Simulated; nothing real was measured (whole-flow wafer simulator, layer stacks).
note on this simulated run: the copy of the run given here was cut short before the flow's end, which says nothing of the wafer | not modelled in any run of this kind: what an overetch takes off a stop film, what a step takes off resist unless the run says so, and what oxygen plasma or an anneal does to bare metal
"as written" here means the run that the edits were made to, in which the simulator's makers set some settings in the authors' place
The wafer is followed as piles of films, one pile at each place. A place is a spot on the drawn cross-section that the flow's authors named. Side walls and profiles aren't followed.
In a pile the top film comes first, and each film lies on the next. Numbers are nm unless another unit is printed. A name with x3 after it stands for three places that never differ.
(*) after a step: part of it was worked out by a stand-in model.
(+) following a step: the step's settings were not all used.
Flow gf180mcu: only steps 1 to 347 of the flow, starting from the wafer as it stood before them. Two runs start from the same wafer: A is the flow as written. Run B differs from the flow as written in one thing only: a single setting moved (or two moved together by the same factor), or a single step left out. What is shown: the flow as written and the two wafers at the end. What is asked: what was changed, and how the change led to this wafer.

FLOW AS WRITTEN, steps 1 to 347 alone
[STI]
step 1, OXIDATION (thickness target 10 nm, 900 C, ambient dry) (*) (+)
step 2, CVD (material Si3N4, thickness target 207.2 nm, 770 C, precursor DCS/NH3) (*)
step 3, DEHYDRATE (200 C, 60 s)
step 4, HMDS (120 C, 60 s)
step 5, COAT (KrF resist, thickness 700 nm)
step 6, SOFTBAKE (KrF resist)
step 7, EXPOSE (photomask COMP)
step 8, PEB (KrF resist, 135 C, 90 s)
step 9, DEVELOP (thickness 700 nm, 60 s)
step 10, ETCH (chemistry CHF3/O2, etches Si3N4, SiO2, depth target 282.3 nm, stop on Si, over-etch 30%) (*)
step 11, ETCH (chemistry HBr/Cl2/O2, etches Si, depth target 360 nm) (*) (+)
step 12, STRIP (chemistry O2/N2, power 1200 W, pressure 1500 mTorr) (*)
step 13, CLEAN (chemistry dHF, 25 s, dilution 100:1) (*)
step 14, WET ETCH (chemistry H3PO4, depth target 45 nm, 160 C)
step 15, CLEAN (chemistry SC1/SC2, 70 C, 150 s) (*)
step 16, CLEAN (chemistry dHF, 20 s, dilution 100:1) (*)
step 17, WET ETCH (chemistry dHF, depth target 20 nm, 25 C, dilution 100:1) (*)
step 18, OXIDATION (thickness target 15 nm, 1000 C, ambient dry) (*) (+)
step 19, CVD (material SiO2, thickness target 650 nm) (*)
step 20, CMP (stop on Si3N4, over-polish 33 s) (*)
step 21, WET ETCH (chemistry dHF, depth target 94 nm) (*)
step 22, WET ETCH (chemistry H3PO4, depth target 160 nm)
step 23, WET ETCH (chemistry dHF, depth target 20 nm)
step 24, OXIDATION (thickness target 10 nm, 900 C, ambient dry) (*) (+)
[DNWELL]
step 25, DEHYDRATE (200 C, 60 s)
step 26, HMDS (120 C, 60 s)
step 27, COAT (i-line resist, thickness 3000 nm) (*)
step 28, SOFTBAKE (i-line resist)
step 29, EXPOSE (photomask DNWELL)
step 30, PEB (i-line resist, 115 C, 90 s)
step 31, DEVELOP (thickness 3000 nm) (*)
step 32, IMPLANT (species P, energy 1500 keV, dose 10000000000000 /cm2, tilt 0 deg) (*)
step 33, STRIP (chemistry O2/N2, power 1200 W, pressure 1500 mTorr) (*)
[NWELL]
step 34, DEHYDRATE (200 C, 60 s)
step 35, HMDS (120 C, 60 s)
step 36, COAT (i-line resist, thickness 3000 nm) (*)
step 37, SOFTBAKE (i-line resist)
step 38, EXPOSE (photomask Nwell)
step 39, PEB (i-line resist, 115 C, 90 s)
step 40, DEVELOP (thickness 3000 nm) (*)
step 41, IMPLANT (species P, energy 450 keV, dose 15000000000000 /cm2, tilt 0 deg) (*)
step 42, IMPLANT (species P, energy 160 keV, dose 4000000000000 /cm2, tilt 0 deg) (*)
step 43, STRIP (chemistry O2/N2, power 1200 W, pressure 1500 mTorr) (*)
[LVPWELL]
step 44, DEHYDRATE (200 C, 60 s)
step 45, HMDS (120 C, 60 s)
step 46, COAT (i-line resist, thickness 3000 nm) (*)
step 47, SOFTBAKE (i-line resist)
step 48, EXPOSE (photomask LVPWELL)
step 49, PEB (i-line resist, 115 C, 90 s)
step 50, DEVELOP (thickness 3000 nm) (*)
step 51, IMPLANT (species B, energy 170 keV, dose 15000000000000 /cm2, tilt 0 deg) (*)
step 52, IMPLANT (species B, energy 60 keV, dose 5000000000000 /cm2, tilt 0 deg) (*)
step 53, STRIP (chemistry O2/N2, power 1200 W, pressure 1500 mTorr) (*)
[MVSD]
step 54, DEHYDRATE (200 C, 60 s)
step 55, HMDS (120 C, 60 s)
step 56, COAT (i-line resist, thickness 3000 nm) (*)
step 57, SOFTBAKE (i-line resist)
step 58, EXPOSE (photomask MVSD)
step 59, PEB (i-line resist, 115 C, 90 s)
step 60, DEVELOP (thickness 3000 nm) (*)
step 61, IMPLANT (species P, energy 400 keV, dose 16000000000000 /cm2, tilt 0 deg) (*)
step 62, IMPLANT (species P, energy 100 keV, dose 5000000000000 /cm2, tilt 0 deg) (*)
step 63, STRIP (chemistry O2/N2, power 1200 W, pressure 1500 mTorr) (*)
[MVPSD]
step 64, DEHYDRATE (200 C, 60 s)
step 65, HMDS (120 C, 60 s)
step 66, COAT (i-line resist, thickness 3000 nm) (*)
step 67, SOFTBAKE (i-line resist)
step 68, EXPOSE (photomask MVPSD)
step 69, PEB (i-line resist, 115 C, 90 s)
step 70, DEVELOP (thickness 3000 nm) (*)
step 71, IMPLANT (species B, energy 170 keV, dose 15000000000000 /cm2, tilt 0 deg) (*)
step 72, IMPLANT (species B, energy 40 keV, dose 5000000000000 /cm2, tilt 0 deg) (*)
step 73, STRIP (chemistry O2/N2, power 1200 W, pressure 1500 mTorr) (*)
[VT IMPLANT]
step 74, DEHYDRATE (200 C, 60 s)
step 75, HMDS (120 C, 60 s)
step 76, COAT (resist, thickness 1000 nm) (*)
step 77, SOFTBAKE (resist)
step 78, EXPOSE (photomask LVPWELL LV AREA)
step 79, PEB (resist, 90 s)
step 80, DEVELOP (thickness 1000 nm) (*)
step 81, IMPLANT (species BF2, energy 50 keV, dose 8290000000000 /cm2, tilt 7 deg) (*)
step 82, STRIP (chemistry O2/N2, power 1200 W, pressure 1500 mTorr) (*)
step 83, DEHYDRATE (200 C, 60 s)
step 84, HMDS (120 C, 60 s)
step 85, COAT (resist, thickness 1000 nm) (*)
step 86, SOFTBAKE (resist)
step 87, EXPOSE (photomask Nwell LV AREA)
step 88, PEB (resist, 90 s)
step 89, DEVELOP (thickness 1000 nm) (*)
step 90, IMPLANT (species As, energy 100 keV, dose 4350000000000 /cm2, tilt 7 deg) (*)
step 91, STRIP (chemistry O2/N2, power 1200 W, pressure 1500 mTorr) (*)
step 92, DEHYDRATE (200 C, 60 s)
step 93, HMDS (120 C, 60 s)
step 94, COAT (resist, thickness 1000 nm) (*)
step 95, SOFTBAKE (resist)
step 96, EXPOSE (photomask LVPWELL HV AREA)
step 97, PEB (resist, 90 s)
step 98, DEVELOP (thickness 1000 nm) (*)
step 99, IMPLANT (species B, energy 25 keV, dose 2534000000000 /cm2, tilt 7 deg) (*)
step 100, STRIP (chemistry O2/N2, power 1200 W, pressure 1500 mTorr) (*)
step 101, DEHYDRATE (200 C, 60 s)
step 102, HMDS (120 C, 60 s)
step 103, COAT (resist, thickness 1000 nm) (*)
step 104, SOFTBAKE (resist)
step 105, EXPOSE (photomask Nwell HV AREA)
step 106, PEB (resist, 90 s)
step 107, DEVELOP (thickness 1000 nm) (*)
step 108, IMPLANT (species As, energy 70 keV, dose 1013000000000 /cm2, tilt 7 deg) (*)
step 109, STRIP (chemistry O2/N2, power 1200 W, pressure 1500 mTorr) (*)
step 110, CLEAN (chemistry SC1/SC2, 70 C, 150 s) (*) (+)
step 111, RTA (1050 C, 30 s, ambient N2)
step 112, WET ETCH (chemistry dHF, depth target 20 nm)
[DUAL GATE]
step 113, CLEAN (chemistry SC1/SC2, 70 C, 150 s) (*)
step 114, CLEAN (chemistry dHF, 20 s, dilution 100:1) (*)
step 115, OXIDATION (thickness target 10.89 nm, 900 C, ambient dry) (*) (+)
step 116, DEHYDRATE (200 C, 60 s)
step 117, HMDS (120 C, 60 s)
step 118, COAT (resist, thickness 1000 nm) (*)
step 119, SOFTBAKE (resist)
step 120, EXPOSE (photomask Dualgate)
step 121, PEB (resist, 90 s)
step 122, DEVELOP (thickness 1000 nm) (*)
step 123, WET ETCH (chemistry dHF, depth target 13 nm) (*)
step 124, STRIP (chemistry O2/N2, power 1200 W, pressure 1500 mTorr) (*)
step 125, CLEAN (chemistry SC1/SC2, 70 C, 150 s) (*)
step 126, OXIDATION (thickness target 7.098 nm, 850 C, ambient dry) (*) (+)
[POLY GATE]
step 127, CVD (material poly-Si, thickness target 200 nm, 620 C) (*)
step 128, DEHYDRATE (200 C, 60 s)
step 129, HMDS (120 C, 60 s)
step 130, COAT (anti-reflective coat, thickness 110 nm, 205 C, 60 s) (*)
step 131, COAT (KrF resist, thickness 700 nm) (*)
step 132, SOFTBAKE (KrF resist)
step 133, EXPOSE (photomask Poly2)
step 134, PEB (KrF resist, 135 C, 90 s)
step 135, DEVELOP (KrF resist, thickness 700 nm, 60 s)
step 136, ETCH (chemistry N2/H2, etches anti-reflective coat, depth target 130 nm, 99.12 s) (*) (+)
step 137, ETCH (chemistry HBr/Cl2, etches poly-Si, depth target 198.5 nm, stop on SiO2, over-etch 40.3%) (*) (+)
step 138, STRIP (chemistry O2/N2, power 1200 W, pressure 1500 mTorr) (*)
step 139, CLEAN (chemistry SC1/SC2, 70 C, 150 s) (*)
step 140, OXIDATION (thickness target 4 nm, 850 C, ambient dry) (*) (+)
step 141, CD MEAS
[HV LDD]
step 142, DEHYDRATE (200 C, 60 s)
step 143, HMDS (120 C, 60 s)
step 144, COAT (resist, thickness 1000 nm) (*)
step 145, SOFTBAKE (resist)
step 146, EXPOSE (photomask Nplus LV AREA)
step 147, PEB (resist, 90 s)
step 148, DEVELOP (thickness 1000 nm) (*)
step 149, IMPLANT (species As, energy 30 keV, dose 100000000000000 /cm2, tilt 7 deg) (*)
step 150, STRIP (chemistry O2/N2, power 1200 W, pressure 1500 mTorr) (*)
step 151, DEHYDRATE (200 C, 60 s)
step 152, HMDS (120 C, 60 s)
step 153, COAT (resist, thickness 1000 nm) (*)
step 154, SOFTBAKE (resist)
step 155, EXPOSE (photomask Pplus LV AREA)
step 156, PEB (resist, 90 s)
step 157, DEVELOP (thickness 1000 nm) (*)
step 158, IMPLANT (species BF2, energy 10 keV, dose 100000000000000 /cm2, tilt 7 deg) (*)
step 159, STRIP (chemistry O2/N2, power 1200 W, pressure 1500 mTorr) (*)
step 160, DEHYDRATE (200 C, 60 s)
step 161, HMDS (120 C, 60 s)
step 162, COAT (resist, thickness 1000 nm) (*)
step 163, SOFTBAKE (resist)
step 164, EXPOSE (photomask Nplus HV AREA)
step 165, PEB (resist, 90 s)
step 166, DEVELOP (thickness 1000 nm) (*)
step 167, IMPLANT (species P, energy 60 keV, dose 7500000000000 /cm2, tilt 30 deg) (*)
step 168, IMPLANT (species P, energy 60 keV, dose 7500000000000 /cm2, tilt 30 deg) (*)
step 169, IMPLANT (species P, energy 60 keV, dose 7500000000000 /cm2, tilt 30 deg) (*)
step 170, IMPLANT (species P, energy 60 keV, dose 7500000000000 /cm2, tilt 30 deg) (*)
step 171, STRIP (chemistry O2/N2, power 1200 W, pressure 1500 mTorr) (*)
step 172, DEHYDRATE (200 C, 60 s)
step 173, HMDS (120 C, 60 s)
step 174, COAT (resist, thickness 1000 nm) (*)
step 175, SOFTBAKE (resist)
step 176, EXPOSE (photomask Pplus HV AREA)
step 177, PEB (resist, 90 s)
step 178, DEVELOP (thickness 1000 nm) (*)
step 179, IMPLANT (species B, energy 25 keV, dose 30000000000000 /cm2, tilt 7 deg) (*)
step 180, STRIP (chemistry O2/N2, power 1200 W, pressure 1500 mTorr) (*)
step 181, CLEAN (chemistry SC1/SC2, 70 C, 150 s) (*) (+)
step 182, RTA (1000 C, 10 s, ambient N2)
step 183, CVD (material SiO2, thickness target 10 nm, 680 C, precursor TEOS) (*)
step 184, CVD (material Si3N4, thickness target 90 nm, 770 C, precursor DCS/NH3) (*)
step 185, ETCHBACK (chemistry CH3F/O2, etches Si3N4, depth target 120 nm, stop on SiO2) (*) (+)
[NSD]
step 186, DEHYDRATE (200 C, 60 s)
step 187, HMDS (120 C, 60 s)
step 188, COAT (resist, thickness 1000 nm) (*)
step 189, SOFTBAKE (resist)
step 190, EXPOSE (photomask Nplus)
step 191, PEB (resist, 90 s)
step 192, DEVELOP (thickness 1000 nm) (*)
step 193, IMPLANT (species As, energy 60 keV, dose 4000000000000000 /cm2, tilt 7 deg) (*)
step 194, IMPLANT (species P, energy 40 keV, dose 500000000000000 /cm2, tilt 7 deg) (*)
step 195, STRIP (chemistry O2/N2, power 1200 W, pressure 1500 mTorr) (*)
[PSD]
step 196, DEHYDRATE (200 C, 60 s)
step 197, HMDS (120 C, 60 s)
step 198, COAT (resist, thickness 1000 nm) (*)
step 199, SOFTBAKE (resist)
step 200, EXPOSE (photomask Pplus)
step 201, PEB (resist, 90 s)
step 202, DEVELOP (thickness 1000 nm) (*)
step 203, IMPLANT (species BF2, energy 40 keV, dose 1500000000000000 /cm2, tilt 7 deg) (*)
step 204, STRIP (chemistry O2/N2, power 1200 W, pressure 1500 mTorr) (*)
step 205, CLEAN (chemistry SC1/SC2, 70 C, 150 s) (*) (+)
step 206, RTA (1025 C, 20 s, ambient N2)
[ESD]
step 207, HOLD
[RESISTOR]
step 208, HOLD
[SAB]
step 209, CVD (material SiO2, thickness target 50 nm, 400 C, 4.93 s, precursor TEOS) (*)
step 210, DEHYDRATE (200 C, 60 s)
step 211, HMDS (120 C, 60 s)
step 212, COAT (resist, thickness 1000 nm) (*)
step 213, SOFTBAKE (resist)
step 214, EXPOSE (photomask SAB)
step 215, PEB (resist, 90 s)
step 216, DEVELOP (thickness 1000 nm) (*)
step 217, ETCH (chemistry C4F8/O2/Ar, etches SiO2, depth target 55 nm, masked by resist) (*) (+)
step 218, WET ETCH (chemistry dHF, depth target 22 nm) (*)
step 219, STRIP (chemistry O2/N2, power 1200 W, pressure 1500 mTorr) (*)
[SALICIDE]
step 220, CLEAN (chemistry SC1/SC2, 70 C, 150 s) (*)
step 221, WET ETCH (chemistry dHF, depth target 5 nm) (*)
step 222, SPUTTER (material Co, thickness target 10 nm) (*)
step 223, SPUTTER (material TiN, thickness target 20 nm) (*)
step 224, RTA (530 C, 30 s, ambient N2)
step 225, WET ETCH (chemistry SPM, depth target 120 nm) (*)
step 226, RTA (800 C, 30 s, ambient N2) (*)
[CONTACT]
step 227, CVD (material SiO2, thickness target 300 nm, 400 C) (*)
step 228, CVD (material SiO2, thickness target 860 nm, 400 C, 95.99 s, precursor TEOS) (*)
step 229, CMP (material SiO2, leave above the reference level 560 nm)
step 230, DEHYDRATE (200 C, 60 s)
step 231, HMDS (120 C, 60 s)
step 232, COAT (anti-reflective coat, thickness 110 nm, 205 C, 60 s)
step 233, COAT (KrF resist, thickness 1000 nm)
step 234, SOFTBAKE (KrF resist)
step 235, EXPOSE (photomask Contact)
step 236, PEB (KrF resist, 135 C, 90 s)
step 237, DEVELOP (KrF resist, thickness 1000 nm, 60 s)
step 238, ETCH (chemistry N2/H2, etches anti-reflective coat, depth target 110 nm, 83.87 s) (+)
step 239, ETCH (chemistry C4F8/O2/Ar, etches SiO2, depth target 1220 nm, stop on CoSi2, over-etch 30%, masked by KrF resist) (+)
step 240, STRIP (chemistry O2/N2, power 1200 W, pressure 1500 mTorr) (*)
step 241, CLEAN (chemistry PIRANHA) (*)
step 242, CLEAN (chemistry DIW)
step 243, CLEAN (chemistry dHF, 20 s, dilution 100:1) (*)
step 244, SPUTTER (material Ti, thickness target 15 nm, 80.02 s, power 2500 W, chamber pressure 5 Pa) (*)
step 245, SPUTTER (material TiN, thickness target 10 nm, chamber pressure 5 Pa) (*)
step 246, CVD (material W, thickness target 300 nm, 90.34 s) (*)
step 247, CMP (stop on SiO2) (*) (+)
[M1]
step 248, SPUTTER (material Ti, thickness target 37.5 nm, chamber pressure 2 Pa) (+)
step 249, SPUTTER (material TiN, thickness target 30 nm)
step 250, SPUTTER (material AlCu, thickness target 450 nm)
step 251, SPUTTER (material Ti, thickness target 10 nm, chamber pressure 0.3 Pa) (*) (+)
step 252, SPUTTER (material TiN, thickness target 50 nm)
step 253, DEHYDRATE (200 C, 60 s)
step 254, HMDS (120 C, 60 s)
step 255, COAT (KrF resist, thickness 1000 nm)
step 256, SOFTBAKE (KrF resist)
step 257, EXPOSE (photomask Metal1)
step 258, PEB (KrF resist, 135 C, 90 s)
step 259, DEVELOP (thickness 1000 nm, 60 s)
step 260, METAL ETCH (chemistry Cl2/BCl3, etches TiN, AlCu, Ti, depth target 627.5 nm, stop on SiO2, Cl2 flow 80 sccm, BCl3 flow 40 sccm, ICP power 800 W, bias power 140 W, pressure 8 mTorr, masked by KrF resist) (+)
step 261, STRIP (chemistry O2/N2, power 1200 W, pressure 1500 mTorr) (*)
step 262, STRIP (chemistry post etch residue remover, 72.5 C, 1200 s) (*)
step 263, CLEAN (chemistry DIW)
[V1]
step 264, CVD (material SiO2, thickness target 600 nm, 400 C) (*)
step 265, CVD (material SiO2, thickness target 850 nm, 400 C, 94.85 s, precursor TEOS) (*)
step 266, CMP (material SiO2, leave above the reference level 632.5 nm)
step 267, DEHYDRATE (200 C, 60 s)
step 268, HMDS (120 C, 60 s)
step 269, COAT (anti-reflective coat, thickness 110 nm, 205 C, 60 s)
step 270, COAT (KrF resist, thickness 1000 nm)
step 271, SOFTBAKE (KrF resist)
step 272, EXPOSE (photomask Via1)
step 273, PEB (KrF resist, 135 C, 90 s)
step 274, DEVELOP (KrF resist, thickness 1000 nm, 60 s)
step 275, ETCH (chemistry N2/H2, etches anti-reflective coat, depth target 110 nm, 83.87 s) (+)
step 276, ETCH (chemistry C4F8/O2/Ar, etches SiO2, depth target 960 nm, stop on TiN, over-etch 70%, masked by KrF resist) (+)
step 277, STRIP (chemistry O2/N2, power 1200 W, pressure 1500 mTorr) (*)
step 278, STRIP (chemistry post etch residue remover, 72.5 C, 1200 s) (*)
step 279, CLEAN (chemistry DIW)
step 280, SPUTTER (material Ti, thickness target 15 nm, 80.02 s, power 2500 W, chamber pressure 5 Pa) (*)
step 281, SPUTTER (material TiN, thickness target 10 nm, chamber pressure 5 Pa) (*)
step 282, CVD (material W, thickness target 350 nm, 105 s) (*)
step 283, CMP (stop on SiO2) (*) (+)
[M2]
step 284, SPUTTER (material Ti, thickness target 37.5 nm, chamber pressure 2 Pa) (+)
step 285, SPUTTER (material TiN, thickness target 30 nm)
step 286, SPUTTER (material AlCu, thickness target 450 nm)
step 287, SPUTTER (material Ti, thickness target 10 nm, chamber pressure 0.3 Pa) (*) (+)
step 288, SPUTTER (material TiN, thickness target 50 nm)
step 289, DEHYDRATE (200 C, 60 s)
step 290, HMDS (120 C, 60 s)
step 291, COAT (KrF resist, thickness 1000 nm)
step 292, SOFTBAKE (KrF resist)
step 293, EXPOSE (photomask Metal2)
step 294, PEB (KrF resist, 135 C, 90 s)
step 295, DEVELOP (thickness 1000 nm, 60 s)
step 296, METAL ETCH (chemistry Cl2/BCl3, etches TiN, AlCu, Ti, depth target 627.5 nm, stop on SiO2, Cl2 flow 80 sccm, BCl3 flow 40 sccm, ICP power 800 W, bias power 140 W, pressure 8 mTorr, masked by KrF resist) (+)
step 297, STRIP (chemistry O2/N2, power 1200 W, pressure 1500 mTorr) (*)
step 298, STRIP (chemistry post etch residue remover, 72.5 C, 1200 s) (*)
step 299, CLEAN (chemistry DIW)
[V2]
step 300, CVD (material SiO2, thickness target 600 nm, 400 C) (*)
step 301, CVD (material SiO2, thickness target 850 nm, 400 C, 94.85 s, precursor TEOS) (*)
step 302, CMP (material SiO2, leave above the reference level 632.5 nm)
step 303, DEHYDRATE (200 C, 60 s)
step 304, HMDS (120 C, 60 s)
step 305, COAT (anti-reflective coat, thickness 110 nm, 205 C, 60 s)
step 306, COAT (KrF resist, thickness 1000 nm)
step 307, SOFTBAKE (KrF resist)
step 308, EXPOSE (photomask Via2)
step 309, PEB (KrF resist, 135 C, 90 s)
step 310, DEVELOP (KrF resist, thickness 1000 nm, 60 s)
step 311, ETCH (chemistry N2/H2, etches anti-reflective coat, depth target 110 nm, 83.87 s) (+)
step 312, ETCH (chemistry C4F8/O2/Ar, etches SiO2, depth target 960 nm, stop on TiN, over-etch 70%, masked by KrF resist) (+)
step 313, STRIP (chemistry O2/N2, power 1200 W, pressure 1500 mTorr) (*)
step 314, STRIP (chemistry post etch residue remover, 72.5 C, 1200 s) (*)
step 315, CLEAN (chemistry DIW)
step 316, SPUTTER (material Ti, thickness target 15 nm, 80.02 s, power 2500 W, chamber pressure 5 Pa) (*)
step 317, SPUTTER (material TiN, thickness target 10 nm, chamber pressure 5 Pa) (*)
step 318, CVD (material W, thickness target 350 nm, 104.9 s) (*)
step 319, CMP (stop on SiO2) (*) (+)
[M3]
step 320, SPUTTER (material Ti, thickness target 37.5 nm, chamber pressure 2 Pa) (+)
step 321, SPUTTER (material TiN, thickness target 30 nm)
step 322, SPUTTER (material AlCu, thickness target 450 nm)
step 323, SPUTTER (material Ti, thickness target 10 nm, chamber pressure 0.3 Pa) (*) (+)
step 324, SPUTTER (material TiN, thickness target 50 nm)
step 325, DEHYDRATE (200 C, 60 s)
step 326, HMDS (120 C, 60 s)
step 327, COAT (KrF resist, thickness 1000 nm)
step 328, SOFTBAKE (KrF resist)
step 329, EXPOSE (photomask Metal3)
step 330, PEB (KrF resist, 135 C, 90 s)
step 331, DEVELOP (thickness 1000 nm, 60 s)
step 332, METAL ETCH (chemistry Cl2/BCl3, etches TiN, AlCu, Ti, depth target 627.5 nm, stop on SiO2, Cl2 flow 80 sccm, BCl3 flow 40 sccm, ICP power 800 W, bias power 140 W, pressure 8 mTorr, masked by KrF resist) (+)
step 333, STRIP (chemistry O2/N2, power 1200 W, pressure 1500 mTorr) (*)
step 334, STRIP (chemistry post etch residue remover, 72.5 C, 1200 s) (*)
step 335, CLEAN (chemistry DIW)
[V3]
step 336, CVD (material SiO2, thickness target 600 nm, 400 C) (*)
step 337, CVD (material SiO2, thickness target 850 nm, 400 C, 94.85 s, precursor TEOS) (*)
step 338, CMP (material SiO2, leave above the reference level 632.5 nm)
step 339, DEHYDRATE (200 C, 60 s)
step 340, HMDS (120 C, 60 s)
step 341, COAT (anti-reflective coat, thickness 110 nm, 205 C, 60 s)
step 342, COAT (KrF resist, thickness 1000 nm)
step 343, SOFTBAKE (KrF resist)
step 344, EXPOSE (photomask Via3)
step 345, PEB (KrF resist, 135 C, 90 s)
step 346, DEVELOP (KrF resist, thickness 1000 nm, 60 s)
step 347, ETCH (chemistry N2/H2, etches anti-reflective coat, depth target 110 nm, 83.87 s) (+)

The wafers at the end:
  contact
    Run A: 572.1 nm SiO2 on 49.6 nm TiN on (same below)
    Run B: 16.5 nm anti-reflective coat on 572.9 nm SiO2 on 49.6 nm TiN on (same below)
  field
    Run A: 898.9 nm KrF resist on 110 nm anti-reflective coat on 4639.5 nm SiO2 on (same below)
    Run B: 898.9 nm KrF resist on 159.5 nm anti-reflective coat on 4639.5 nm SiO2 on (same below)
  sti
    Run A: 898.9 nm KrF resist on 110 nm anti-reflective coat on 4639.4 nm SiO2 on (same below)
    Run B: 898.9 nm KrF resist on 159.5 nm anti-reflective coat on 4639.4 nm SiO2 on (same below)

What caused this: step 341, COAT: thickness 159.5 nm was run, while the flow as written has thickness 110 nm.
One can read it off the wafer: field has anti-reflective coat 159.5, and step 341 as written asks for 110 nm.

Step by step, how the change led to this:
  step 341, COAT (anti-reflective coat, thickness 110 nm, 205 C, 60 s)
      field, field__w1, field__w2 and 108 more: A anti-reflective coat gains 110 (new film) | B anti-reflective coat gains 159.5 (new film)
  step 347, ETCH (chemistry N2/H2, etches anti-reflective coat, depth target 110 nm, 83.87 s) (+)
      contact: A anti-reflective coat loses 110 (all of it), SiO2 loses 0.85 | B anti-reflective coat loses 143
